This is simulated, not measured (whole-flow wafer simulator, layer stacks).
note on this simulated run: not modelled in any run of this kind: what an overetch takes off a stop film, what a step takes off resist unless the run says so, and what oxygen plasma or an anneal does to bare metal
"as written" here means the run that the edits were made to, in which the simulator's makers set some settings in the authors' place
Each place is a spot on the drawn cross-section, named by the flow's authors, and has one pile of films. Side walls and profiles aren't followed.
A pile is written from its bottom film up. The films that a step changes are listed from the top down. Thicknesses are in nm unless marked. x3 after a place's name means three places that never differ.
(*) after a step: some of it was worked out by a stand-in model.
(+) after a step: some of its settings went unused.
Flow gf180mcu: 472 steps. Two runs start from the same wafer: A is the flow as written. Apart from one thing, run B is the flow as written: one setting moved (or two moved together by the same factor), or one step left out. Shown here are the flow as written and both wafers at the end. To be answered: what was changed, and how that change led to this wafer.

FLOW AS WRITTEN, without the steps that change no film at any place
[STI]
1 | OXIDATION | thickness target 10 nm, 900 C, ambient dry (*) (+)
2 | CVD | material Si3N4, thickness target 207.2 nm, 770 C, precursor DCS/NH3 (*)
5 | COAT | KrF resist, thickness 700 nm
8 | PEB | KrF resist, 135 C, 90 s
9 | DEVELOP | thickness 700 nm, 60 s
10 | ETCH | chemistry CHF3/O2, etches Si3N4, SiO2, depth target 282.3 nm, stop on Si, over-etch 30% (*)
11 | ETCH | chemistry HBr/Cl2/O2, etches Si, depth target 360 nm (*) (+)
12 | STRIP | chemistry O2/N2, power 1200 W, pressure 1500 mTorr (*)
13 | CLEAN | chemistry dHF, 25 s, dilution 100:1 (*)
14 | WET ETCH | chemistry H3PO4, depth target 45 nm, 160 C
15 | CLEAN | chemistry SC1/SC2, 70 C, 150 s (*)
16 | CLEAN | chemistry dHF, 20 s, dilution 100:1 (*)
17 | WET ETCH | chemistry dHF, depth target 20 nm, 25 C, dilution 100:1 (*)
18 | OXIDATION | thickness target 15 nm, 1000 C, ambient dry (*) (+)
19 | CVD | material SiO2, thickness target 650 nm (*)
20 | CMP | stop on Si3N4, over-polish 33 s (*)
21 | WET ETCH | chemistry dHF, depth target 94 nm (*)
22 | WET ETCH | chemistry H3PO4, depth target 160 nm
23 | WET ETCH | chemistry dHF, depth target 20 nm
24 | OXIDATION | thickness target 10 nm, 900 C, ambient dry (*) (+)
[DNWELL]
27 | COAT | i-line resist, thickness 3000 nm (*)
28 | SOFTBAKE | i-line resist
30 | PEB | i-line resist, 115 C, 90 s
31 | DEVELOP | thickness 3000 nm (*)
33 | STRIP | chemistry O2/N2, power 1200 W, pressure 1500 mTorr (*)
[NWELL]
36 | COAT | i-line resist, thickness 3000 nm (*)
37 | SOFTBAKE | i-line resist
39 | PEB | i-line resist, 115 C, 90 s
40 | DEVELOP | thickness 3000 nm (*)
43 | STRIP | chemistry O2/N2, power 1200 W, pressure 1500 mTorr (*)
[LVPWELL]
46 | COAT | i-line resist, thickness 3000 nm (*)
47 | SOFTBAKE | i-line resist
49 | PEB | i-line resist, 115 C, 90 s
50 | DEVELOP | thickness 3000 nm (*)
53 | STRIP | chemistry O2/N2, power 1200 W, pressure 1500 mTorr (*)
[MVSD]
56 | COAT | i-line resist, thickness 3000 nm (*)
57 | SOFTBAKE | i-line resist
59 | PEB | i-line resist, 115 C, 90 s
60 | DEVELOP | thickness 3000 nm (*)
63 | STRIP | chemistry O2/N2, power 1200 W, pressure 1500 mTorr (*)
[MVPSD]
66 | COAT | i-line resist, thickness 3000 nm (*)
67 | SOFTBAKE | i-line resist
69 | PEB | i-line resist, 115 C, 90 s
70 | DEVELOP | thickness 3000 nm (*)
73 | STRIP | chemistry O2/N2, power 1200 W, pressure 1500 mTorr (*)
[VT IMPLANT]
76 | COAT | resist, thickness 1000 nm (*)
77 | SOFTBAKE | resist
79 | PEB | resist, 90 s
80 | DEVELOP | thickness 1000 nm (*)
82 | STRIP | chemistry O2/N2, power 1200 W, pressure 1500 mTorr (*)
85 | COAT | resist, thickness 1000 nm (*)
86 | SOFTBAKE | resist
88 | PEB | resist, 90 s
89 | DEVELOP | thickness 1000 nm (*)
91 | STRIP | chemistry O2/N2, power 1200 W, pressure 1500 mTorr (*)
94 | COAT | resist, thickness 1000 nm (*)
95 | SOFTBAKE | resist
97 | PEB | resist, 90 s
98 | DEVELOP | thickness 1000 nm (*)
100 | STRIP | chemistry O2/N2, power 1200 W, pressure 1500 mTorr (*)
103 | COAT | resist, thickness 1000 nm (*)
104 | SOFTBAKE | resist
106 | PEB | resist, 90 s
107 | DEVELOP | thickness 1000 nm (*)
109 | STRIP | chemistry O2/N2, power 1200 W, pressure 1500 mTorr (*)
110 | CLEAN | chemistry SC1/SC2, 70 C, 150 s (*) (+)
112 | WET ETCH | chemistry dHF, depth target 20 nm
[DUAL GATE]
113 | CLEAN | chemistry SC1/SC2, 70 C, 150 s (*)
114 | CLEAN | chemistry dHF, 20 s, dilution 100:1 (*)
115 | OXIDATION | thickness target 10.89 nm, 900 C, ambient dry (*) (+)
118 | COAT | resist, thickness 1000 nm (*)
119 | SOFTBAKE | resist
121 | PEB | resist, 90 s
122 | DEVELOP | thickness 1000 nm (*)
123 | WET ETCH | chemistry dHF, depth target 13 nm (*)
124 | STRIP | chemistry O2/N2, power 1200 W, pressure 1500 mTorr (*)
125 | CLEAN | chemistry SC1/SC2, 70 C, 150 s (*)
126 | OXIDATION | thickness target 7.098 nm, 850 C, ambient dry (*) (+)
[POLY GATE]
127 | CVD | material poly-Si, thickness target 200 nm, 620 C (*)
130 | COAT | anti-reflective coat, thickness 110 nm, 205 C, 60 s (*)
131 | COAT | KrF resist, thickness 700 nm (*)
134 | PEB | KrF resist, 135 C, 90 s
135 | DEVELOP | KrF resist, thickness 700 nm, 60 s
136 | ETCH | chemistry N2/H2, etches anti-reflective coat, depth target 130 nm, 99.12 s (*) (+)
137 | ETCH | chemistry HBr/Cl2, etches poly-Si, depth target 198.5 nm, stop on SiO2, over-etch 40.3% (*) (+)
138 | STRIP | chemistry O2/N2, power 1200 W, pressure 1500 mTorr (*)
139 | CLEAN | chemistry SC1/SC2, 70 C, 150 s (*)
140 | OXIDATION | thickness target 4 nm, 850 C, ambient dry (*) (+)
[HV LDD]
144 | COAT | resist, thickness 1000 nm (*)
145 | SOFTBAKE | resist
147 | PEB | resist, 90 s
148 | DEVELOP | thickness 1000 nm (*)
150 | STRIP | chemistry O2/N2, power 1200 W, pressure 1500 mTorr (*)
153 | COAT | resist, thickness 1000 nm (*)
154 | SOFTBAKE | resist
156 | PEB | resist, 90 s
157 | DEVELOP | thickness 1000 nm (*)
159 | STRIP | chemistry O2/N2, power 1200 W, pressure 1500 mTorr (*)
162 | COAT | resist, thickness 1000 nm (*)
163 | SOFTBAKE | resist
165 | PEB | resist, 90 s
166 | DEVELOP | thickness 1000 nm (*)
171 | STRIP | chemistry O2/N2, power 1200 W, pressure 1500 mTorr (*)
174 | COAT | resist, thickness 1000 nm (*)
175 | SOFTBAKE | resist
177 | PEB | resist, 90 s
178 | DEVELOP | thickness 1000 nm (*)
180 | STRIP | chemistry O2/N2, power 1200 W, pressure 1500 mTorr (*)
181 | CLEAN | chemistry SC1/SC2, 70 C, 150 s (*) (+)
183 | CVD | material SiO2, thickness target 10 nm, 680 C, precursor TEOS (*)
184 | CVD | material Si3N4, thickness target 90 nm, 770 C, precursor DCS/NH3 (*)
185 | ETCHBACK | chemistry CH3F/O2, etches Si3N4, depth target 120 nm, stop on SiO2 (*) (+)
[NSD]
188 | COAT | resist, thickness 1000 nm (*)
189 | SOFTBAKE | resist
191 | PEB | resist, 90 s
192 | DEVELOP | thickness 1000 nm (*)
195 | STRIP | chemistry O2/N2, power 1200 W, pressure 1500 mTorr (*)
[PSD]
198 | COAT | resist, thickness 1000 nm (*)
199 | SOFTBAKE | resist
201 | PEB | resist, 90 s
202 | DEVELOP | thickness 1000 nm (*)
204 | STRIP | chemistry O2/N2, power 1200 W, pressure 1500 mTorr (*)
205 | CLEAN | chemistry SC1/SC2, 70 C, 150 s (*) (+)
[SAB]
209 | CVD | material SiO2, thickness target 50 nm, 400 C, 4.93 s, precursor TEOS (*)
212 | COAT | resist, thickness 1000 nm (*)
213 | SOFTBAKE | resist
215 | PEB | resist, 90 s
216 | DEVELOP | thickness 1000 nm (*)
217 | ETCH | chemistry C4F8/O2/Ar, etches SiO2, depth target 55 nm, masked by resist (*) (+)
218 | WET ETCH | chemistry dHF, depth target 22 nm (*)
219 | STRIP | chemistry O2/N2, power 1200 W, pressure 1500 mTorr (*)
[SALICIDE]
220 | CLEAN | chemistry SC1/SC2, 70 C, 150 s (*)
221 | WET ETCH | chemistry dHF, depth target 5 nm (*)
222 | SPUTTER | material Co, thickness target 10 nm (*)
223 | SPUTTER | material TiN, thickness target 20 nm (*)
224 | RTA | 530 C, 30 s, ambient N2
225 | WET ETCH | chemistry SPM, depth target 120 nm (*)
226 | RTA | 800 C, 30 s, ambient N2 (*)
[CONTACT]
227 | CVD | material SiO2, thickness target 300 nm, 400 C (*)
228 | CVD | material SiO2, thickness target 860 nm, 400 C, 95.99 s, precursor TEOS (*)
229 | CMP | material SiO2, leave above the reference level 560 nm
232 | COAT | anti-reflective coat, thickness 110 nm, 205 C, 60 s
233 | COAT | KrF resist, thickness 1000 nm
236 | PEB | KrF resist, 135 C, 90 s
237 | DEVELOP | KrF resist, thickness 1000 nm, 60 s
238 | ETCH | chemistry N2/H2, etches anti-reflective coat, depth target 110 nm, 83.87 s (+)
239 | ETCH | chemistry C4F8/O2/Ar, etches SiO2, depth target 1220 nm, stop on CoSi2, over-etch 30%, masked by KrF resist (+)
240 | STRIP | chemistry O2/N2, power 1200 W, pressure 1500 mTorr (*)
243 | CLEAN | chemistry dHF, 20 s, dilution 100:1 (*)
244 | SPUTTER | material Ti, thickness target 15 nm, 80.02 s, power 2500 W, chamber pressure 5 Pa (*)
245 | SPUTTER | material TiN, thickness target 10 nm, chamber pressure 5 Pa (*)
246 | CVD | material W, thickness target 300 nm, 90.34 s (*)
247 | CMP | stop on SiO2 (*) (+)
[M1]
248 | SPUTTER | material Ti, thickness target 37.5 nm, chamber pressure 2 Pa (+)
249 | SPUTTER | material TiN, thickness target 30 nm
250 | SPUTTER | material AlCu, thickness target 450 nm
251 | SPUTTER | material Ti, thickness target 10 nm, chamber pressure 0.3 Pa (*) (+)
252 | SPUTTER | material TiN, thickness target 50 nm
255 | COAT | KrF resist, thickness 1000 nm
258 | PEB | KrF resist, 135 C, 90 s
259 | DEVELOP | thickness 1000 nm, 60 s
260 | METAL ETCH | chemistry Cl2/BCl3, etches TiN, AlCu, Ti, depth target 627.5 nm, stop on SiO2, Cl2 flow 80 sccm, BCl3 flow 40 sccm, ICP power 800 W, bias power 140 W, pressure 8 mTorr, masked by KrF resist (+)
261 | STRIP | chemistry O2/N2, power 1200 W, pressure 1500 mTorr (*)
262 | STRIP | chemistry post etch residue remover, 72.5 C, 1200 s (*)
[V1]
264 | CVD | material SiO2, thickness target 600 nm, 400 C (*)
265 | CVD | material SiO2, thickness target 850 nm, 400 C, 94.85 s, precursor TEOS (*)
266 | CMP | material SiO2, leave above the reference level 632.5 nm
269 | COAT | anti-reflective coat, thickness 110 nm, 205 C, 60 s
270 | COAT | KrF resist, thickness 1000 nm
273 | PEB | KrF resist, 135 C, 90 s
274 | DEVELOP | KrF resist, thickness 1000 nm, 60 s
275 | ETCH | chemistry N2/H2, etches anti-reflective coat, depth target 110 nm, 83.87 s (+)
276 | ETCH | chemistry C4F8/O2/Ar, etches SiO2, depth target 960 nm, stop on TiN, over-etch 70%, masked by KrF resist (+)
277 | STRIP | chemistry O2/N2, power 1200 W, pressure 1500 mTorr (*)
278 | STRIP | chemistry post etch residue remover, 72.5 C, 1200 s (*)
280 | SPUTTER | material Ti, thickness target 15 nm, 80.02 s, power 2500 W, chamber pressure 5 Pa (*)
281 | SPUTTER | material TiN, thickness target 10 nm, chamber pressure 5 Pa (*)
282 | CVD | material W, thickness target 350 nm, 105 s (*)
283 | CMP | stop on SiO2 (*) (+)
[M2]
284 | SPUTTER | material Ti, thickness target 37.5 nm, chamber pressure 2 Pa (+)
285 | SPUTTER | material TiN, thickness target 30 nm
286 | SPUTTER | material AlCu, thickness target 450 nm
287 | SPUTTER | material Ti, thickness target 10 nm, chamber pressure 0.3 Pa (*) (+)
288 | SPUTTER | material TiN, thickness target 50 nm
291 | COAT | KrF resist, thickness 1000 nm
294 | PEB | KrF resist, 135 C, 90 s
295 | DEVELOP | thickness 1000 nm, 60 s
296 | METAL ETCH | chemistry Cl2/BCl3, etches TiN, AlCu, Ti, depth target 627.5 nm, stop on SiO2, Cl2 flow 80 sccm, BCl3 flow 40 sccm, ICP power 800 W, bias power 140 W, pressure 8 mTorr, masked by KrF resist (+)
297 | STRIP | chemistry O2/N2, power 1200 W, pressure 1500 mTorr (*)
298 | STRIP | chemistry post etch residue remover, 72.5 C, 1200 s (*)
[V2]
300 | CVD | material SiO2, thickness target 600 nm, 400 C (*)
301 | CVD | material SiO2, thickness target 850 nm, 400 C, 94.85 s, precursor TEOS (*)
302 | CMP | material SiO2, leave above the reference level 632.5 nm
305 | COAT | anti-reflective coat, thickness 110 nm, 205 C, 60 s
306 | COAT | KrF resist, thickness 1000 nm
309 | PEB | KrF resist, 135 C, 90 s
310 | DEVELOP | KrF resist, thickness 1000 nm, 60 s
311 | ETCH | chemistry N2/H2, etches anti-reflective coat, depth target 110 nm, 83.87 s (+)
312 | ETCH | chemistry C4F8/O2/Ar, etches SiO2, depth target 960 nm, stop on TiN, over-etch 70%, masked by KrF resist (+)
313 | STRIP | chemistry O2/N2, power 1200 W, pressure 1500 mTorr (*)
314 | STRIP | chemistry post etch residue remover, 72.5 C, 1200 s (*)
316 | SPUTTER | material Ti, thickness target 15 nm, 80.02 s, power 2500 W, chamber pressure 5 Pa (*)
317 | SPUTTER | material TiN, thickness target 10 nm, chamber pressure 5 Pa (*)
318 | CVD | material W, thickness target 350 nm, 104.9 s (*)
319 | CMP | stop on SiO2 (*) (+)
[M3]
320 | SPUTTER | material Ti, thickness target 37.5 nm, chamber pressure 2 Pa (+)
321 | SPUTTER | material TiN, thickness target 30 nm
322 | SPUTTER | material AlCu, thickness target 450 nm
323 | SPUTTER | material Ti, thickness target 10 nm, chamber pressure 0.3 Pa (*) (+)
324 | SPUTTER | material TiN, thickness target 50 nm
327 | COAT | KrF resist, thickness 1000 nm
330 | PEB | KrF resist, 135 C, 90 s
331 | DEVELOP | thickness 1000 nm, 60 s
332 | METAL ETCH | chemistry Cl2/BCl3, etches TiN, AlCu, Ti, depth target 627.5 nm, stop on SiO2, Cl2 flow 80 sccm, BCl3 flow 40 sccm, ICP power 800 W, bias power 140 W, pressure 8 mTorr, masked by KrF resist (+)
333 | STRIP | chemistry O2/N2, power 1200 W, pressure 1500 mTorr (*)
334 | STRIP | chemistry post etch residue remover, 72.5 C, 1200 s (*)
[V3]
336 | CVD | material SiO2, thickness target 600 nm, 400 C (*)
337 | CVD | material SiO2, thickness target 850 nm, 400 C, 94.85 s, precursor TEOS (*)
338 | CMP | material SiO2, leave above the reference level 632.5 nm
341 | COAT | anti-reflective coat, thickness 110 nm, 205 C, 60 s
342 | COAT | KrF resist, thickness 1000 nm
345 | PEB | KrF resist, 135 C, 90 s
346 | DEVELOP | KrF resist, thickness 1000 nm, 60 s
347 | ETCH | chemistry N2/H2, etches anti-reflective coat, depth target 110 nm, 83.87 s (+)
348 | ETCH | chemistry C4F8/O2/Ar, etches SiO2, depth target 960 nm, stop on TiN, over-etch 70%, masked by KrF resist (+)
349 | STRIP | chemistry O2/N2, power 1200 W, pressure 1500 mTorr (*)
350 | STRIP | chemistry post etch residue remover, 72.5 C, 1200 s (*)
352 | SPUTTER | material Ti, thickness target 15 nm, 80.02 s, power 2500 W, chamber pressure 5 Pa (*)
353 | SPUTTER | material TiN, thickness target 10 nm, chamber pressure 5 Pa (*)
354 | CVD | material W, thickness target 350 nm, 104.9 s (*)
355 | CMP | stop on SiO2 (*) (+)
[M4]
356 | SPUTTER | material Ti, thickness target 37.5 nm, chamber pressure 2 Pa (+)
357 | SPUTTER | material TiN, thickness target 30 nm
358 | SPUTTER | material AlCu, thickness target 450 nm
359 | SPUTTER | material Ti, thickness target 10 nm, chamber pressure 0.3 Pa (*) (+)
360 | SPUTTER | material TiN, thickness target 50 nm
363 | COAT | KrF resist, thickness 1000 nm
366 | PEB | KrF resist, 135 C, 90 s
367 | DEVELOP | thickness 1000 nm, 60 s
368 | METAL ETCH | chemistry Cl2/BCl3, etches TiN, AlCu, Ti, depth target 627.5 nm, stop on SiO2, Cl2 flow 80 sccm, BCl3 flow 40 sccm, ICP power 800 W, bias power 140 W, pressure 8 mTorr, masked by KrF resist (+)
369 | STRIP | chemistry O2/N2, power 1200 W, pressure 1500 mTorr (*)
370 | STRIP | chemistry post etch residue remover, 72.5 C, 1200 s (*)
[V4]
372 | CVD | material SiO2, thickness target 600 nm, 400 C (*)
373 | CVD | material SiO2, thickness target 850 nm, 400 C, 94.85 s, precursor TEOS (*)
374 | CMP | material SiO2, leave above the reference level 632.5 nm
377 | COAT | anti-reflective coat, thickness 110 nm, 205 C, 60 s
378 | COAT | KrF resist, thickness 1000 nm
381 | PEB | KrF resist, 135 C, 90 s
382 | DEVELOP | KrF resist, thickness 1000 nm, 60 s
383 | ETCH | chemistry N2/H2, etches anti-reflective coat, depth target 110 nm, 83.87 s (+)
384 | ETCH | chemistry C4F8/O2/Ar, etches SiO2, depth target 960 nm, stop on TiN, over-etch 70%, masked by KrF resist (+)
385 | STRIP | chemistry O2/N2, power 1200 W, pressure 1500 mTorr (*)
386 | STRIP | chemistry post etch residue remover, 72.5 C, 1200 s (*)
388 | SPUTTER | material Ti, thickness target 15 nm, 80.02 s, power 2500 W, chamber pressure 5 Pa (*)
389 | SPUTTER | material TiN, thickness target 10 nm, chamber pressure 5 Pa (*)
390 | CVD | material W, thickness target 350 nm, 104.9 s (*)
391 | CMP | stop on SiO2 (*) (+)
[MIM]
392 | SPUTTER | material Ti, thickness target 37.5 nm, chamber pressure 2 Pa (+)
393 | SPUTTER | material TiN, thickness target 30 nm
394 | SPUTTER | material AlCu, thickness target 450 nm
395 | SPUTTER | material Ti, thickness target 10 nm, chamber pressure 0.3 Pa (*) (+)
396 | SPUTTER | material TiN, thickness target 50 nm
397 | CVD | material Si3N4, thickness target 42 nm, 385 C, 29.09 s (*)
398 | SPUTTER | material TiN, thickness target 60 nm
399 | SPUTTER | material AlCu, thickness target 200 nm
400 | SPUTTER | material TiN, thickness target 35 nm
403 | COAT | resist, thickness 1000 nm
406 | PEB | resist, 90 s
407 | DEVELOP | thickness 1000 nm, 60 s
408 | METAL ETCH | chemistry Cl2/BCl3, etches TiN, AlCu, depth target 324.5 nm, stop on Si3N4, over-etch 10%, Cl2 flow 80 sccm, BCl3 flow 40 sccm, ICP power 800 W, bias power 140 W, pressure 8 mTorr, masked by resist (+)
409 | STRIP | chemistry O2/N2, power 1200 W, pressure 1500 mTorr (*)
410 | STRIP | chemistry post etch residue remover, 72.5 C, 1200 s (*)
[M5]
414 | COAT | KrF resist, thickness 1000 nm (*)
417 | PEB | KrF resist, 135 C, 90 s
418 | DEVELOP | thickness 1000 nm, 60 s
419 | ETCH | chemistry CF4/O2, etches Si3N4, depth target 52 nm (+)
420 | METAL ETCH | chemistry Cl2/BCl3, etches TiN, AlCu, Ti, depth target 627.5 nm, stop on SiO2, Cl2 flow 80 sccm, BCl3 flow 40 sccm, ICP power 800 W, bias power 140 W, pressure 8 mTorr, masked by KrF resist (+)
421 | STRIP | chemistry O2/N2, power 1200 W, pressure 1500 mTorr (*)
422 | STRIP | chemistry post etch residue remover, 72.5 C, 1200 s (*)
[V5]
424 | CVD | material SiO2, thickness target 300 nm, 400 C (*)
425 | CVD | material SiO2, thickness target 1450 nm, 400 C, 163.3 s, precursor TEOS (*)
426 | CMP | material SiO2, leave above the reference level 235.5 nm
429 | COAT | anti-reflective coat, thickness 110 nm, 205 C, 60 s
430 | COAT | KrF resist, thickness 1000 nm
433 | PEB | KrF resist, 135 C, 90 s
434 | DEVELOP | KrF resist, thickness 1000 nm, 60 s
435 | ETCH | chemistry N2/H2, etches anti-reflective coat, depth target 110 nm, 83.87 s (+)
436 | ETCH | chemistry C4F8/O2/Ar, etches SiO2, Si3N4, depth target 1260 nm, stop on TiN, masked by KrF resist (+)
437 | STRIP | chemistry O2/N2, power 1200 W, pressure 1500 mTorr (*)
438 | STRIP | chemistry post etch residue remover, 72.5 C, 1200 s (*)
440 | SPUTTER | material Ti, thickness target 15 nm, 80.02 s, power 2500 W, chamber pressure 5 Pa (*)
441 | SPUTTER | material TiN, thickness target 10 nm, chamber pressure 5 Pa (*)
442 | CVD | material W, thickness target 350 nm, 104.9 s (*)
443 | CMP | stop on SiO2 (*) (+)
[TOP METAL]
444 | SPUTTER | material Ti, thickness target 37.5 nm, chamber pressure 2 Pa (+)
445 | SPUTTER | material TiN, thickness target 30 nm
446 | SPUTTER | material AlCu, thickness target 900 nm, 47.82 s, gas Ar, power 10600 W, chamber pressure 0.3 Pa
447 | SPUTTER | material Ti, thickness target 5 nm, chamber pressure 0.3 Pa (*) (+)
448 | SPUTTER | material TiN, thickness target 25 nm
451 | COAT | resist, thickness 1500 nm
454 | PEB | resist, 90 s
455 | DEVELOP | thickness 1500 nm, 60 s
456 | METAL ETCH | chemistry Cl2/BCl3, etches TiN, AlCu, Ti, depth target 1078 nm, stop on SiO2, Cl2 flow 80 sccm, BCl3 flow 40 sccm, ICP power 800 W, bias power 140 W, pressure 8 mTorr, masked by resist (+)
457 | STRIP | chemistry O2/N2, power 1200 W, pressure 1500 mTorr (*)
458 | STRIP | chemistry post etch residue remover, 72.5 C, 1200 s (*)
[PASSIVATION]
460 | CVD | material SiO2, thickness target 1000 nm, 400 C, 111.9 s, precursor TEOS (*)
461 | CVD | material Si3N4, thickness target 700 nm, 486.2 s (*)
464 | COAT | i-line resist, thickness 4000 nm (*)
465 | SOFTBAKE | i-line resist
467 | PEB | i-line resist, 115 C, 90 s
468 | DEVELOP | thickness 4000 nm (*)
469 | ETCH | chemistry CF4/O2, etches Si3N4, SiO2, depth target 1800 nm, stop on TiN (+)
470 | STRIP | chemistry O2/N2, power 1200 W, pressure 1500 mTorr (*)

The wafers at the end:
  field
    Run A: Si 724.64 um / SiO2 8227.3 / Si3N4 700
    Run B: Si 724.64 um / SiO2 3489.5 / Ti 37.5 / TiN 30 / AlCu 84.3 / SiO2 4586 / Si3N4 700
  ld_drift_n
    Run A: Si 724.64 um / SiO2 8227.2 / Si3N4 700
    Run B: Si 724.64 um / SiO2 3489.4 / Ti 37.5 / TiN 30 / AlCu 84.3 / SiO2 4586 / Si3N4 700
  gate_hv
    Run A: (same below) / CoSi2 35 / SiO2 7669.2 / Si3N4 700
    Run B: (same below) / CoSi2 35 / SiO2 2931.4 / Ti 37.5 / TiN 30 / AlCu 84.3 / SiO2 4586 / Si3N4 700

The reason: step 332, METAL ETCH: depth target 420 nm was run, whereas the flow has depth target 627.5 nm.

How this came from the change, step by step:
  332 | METAL ETCH | chemistry Cl2/BCl3, etches TiN, AlCu, Ti, depth target 627.5 nm, stop on SiO2, Cl2 flow 80 sccm, BCl3 flow 40 sccm, ICP power 800 W, bias power 140 W, pressure 8 mTorr, masked by KrF resist (+)
      field, field__w1, field__w2 and 103 more: A TiN loses 50 (all of it), Ti loses 10 (all of it), AlCu loses 450 (all of it), TiN loses 30 (all of it), Ti loses 37.5 (all of it) | B TiN loses 50 (all of it), Ti loses 10 (all of it), AlCu loses 360
      field__w8, contact, m1, m1__w1, m1_nw: A KrF resist loses 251 | B KrF resist loses 168
  333 | STRIP | chemistry O2/N2, power 1200 W, pressure 1500 mTorr (*)
      field__w8, contact, m1, m1__w1, m1_nw: A KrF resist loses 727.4 (all of it) | B KrF resist loses 810.4 (all of it)
  334 | STRIP | chemistry post etch residue remover, 72.5 C, 1200 s (*)
      field, field__w1, field__w2 and 103 more: A nothing | B AlCu loses 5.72
  336 | CVD | material SiO2, thickness target 600 nm, 400 C (*)
      field, field__w1, field__w2 and 103 more: A SiO2 gains 600 | B SiO2 gains 600 (new film)
  338 | CMP | material SiO2, leave above the reference level 632.5 nm
      field, field__w1, field__w2 and 103 more: A SiO2 loses 300 | B SiO2 loses 451.8
Taking metal films that touch as one body, field has 1 body; the flow as written gives 0 bodies.
Taking metal films that touch as one body, ld_drift_n has 1 body; the flow as written gives 0 bodies.
Taking metal films that touch as one body, gate_hv has 2 bodies (between them, from the top down: SiO2 2931.4); the flow as written gives 1 body.
